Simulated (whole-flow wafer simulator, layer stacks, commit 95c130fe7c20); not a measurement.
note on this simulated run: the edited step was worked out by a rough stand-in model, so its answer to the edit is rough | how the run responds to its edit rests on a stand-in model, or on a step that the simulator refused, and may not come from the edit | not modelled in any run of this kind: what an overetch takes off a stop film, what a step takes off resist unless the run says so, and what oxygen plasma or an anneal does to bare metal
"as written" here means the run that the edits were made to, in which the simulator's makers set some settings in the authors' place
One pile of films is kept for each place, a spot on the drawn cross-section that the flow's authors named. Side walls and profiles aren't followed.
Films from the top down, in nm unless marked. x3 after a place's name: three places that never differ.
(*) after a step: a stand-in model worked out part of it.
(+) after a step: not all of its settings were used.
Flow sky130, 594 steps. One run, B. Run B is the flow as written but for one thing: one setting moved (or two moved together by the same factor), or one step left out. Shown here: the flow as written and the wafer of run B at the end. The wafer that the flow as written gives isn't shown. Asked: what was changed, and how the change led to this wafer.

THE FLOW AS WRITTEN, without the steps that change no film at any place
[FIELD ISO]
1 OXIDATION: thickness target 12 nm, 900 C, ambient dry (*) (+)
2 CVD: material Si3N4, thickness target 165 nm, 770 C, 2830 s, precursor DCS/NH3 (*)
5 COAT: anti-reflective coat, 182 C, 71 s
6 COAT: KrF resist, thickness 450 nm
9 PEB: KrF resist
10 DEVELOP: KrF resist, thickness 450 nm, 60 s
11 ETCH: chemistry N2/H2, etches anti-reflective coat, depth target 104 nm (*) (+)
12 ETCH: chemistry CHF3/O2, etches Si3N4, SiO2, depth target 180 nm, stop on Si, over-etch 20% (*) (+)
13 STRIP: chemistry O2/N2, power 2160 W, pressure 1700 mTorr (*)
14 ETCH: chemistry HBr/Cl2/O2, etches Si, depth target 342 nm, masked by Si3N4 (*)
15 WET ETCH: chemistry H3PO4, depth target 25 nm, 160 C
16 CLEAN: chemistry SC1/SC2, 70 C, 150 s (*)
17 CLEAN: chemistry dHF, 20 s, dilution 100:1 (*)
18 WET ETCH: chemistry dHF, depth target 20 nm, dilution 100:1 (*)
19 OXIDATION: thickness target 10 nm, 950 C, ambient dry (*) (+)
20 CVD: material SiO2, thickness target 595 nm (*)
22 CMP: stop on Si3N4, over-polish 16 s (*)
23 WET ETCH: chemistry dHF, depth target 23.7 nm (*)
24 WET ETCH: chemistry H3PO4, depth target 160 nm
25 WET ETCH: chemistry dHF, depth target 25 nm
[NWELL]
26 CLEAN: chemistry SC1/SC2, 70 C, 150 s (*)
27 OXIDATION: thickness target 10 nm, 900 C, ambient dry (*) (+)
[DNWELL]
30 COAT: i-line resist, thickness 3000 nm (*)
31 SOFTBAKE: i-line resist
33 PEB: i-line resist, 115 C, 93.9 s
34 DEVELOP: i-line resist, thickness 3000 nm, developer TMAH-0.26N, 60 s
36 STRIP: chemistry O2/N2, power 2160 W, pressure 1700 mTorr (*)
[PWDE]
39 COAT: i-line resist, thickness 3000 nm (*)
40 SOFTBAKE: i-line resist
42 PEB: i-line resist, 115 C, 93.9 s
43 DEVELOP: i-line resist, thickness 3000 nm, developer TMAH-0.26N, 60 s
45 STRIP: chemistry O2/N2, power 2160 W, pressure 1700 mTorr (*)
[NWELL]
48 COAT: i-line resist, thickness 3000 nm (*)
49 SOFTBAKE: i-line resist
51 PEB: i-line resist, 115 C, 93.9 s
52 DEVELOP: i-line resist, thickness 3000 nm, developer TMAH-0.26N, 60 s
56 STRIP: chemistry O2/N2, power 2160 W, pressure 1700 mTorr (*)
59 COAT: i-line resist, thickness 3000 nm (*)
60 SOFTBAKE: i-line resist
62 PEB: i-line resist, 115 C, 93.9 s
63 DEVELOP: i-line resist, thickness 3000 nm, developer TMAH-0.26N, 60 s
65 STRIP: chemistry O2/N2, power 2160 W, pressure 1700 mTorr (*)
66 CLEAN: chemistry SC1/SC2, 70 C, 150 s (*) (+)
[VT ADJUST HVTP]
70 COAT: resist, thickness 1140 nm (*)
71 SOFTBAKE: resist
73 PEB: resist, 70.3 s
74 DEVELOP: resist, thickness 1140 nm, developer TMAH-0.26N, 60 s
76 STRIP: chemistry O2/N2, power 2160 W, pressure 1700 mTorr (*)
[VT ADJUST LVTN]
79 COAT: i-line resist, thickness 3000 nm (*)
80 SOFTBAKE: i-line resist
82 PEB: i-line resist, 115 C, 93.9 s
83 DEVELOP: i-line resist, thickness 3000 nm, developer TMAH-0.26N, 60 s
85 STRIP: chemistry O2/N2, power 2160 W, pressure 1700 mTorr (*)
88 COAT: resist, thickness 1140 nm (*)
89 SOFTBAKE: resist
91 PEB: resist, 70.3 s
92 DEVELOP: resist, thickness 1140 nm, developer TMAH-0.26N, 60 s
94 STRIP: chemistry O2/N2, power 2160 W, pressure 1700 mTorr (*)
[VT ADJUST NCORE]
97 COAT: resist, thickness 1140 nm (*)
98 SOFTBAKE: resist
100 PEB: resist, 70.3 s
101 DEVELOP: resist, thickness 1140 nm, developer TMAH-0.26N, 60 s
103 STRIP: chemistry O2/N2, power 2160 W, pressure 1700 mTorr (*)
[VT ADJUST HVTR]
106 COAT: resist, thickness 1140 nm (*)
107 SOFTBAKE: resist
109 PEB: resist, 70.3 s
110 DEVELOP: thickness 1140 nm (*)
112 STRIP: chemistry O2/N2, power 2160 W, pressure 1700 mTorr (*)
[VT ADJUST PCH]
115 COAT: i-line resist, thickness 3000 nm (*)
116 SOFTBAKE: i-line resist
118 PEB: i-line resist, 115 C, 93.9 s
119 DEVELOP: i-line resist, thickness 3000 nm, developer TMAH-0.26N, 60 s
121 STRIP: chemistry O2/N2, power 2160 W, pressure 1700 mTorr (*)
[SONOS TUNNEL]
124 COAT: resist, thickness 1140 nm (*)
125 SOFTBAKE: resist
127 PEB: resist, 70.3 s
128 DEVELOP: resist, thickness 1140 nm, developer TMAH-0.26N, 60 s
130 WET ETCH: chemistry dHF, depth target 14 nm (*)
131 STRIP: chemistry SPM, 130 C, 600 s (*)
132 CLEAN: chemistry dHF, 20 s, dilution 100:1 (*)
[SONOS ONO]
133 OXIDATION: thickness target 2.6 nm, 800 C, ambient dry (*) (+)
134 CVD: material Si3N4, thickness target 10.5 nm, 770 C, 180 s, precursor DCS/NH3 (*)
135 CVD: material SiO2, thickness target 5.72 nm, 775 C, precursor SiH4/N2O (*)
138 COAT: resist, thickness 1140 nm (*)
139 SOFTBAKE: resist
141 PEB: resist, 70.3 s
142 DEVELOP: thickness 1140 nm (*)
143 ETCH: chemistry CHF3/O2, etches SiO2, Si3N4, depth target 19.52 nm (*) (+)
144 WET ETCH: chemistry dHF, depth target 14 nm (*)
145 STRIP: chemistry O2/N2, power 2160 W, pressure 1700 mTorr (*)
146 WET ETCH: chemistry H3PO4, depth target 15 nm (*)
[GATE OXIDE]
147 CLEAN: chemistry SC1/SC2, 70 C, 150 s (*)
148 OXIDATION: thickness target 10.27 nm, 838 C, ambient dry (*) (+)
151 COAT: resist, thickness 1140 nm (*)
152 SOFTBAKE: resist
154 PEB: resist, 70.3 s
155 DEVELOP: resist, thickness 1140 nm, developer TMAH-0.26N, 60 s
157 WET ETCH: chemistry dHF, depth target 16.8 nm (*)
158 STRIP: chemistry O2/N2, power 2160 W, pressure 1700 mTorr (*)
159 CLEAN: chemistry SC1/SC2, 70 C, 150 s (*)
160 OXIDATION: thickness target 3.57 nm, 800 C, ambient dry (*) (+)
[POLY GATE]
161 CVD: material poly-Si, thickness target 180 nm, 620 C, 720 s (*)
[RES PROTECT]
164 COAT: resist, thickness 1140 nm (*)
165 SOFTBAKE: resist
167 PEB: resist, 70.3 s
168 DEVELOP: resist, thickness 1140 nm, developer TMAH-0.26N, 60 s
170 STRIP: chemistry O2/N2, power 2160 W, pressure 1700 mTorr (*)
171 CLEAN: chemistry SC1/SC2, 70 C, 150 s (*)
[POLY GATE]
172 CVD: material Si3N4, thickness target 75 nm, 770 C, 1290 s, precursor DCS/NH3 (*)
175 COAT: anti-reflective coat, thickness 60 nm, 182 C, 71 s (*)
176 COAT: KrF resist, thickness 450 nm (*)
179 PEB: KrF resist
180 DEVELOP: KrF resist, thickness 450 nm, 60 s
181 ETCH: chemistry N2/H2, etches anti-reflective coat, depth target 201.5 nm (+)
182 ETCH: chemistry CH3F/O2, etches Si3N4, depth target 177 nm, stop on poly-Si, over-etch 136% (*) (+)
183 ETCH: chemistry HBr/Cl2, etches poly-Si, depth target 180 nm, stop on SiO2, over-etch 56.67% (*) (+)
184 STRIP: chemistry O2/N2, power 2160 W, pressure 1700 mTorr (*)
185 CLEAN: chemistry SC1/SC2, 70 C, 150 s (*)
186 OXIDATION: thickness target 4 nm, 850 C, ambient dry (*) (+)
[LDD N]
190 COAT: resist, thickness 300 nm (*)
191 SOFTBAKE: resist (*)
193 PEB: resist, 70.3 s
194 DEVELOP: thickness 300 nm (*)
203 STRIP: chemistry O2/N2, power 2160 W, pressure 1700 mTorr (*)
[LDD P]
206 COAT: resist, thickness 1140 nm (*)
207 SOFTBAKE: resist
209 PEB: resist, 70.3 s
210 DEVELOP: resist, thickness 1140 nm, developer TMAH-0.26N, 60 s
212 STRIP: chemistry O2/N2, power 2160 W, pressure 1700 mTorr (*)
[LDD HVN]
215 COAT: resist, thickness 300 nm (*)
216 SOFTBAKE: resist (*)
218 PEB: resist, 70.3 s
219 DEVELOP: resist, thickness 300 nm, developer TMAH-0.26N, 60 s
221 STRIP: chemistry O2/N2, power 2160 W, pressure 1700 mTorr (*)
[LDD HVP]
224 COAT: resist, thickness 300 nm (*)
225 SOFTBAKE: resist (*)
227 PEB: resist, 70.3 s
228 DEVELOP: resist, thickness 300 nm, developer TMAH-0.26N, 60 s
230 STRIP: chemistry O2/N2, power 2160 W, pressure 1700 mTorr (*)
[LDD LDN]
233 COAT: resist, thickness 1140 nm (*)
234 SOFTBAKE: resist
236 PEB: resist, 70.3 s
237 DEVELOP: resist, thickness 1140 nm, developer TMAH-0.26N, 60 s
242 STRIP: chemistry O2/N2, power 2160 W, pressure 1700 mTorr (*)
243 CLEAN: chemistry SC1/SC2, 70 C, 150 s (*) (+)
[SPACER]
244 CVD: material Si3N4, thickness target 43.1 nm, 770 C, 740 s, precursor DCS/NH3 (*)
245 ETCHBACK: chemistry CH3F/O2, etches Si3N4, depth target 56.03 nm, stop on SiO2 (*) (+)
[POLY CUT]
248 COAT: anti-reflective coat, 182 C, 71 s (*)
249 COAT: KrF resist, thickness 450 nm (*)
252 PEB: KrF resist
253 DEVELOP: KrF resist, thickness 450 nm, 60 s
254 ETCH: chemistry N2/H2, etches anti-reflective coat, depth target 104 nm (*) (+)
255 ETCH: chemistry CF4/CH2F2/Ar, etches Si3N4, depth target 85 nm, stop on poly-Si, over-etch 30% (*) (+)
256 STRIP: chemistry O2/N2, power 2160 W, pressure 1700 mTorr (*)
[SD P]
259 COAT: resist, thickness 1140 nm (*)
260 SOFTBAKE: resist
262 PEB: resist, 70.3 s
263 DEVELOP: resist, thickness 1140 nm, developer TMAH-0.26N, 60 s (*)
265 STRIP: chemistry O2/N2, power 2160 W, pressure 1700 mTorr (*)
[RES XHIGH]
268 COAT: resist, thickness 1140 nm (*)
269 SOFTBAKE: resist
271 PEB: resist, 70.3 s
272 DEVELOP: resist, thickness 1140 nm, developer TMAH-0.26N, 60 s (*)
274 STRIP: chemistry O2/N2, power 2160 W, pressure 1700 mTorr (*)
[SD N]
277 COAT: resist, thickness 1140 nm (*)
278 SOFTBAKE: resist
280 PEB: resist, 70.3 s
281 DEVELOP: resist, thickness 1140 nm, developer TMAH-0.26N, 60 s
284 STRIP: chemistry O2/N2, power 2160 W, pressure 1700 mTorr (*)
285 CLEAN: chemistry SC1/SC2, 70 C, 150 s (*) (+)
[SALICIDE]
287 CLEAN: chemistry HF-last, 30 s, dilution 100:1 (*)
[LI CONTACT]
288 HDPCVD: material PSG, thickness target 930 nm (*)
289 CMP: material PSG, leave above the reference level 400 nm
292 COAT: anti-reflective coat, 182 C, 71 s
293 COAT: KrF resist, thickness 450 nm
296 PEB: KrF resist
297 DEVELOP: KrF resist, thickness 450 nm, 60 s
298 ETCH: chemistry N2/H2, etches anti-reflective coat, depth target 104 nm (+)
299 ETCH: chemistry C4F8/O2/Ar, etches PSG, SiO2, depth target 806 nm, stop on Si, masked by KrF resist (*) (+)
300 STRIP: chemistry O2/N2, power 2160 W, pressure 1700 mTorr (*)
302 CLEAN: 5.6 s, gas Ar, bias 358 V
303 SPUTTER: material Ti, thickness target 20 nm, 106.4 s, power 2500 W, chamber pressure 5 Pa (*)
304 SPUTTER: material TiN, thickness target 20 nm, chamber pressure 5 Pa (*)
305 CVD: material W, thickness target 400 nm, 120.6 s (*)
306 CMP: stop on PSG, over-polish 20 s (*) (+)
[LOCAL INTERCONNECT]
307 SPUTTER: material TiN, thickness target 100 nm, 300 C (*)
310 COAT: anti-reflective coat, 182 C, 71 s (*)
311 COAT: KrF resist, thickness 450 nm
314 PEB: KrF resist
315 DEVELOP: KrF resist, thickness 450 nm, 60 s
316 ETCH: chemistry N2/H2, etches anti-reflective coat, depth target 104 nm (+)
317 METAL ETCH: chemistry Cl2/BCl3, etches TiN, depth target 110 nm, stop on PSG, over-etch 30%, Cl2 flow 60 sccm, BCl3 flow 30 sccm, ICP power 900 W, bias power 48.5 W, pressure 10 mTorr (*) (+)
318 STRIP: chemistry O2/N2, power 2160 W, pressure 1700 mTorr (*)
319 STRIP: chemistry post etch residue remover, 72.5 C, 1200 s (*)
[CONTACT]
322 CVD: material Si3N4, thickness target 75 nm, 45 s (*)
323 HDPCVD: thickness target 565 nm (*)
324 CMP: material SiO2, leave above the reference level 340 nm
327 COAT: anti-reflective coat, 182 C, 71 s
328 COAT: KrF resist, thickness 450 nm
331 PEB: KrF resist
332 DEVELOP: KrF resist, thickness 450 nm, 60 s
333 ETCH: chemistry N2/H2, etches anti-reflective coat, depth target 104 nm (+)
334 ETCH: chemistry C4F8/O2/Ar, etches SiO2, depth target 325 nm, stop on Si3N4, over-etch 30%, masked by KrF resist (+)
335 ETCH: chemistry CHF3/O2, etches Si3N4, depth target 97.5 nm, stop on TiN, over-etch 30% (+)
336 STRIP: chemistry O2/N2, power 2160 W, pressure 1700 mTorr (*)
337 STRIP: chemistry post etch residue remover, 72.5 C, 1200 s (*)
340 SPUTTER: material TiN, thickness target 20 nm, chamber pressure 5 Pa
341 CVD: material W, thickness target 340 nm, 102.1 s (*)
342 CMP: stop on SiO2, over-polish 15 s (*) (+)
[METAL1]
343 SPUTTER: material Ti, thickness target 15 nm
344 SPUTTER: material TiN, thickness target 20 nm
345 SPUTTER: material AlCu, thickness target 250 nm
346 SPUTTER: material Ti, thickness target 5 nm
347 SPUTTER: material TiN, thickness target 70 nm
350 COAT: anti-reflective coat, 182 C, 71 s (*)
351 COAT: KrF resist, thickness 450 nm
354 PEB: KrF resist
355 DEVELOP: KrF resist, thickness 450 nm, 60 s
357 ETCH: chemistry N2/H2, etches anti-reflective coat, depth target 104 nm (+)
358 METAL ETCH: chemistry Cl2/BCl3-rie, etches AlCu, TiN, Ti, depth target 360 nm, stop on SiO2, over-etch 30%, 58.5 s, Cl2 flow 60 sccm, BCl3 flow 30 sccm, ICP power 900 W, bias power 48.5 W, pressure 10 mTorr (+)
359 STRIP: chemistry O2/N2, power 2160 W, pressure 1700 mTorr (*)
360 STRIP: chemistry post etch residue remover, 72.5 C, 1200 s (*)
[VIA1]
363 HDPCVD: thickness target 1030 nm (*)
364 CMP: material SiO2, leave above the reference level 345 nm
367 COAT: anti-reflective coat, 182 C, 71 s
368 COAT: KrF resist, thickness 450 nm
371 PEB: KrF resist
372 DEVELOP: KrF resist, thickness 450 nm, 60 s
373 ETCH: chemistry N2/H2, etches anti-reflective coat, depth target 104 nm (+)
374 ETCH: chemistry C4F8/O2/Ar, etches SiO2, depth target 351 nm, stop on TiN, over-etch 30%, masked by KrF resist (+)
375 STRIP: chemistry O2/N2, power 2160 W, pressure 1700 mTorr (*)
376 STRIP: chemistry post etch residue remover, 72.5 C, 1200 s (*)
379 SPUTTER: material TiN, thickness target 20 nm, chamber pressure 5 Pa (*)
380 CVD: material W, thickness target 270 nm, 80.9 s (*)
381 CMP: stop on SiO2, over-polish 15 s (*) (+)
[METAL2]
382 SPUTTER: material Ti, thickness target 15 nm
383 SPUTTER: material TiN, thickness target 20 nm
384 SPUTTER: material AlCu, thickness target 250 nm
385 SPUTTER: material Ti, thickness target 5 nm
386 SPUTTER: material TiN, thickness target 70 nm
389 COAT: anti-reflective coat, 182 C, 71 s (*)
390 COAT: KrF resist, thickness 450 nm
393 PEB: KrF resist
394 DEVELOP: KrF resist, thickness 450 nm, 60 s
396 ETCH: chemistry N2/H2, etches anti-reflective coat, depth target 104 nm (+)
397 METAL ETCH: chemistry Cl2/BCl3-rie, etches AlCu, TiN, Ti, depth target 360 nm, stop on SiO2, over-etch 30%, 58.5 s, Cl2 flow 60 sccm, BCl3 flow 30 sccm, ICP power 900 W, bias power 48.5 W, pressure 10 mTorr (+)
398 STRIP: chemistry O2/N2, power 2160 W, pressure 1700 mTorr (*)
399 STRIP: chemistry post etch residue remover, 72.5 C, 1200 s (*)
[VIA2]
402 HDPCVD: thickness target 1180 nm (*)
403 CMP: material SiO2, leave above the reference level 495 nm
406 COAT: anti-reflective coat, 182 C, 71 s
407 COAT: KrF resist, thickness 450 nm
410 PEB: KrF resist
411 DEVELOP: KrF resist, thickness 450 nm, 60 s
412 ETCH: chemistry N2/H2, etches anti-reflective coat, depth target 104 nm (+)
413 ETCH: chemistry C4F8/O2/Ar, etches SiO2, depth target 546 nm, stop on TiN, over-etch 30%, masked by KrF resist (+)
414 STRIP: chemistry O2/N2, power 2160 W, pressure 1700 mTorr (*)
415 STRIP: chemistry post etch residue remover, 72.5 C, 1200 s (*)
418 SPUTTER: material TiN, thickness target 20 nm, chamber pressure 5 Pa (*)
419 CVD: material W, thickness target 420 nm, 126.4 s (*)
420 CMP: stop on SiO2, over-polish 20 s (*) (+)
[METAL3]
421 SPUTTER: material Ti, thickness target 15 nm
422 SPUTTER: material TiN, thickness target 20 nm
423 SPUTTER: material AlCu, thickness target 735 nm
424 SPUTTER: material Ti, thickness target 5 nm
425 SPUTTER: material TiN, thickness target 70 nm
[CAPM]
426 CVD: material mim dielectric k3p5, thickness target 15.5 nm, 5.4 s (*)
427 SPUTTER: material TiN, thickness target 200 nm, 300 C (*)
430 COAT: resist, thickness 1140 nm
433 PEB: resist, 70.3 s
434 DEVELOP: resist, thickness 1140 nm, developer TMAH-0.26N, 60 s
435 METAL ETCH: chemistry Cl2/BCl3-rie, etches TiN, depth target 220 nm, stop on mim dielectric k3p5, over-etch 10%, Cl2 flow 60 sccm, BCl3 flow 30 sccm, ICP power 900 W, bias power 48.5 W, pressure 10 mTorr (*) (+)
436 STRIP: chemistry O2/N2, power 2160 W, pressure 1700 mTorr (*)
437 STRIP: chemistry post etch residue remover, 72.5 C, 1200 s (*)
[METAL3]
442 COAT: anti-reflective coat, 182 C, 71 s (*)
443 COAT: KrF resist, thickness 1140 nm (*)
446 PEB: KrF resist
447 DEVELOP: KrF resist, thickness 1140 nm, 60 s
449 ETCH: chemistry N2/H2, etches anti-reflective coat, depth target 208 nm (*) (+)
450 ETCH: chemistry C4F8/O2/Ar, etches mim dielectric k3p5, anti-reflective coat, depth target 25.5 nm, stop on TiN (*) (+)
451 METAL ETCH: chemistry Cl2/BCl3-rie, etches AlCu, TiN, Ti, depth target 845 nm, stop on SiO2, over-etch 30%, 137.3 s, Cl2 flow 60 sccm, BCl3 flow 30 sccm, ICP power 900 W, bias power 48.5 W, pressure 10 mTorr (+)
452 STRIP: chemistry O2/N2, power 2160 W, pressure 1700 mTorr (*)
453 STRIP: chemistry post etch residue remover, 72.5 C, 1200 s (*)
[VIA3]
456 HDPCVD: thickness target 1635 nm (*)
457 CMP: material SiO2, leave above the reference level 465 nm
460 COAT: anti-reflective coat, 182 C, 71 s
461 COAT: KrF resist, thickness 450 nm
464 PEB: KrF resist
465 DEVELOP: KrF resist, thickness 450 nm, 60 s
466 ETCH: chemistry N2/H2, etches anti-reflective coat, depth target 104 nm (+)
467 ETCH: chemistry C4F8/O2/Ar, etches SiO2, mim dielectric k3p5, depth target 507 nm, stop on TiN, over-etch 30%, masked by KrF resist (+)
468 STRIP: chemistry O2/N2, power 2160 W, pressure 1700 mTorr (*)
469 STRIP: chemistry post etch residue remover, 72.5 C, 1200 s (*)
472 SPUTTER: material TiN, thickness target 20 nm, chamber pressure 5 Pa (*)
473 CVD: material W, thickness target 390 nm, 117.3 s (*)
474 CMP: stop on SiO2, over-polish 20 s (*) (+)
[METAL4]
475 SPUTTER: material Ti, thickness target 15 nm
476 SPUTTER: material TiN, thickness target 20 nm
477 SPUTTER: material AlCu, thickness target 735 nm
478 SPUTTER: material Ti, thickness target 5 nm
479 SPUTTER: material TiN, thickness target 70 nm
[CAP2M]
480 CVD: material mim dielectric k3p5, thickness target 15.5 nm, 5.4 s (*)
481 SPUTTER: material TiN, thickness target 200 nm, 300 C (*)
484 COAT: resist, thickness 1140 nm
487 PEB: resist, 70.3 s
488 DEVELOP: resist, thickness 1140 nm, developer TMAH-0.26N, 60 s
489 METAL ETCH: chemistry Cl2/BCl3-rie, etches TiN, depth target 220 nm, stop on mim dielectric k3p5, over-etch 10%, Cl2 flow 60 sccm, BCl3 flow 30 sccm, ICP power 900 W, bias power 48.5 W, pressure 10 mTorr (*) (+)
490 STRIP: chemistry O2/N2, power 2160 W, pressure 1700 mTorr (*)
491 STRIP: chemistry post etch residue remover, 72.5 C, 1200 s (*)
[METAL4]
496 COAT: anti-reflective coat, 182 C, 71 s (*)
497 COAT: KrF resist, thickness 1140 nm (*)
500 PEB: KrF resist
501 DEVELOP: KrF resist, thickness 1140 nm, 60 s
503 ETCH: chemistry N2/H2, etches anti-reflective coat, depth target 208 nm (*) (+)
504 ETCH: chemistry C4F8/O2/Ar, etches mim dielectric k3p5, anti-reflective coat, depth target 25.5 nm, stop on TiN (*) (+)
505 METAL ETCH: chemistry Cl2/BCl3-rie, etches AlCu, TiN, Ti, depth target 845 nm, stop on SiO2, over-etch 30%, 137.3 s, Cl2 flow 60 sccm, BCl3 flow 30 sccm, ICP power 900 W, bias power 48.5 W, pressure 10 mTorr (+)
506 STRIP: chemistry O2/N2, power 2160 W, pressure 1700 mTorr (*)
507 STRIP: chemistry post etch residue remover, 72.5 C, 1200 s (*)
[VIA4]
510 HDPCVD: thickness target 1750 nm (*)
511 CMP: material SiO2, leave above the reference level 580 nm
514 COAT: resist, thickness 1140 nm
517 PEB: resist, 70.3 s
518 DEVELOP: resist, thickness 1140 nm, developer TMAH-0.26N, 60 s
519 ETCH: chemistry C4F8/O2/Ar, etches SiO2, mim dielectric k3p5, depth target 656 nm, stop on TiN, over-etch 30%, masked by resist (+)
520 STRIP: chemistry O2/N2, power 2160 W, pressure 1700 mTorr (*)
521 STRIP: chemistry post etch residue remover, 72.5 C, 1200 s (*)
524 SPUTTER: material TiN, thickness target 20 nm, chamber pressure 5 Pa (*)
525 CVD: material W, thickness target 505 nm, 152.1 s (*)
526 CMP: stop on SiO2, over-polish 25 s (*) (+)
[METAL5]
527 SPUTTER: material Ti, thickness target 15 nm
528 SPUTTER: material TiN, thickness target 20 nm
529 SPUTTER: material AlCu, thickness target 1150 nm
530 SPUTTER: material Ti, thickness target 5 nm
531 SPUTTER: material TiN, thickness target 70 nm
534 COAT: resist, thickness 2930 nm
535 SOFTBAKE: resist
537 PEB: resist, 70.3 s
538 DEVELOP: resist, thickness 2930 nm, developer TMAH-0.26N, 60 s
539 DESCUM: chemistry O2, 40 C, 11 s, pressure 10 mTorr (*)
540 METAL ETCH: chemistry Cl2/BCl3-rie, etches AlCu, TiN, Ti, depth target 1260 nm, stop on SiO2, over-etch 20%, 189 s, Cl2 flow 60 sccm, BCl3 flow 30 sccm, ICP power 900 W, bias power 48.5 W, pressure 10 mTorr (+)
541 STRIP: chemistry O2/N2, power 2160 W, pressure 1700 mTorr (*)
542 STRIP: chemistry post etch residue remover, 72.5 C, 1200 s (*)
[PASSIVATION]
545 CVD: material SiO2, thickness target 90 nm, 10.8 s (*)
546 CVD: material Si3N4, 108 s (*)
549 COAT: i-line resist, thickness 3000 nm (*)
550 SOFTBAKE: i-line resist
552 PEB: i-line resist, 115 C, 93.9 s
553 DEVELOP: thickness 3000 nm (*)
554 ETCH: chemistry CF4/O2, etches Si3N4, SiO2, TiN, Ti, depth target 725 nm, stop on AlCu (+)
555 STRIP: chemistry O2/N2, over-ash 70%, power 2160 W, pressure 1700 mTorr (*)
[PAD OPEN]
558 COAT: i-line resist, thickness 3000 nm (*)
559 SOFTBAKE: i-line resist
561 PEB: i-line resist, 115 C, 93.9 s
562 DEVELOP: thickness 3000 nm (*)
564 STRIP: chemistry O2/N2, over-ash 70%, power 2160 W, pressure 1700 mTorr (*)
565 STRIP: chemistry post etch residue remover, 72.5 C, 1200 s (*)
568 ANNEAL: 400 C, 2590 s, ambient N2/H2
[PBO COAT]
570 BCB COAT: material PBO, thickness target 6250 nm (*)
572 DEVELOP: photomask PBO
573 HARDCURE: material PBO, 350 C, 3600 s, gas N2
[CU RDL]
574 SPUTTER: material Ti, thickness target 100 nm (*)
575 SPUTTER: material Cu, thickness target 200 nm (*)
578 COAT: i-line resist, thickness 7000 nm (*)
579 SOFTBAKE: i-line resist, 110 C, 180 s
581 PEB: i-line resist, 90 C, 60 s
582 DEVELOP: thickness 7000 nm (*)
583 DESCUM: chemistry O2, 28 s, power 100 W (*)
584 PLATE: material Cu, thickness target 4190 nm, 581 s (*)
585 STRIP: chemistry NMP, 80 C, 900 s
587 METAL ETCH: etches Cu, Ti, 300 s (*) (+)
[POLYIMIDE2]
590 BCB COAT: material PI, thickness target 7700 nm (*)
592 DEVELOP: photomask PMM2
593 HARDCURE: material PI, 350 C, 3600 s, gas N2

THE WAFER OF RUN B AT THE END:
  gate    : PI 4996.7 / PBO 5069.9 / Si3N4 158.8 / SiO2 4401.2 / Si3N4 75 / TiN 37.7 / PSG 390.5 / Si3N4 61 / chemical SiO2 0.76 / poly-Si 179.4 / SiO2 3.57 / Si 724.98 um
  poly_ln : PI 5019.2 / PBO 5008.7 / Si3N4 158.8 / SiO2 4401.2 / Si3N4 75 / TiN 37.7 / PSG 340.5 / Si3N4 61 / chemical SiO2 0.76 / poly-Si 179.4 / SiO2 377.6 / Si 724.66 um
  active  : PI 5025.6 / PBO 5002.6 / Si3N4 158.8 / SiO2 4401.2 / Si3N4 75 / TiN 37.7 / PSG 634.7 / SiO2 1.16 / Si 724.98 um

The cause: step 317, METAL ETCH: depth target 60.5 nm was run, where the flow has depth target 110 nm.

How the change led to this, step by step:
  317 METAL ETCH: chemistry Cl2/BCl3, etches TiN, depth target 110 nm, stop on PSG, over-etch 30%, Cl2 flow 60 sccm, BCl3 flow 30 sccm, ICP power 900 W, bias power 48.5 W, pressure 10 mTorr (*) (+)
      field, active, gate and 88 more: TiN -60.5 (as written it would be: TiN -98.7 (all of it))
      n_well, p_well, gate_hv and 97 more: KrF resist -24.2 (as written it would be: KrF resist -44)
  318 STRIP: chemistry O2/N2, power 2160 W, pressure 1700 mTorr (*)
      n_well, p_well, gate_hv and 93 more: KrF resist -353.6 (all of it), anti-reflective coat -80 (all of it) (as written it would be: KrF resist -333.8 (all of it), anti-reflective coat -80 (all of it))
      poly_licon, ndiff_licon, ndiff_licon_cpp, rpo_hd_licon: KrF resist -353.7 (all of it), anti-reflective coat -80.5 (all of it) (as written it would be: KrF resist -333.9 (all of it), anti-reflective coat -80.5 (all of it))
  324 CMP: material SiO2, leave above the reference level 340 nm
      field, active, gate and 88 more: SiO2 -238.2 (as written it would be: SiO2 -200.4)
Counting metal films that touch as one body, gate has 1 body; the flow as written gives 0 bodies.
Counting metal films that touch as one body, poly_ln has 1 body; the flow as written gives 0 bodies.
Counting metal films that touch as one body, active has 1 body; the flow as written gives 0 bodies.
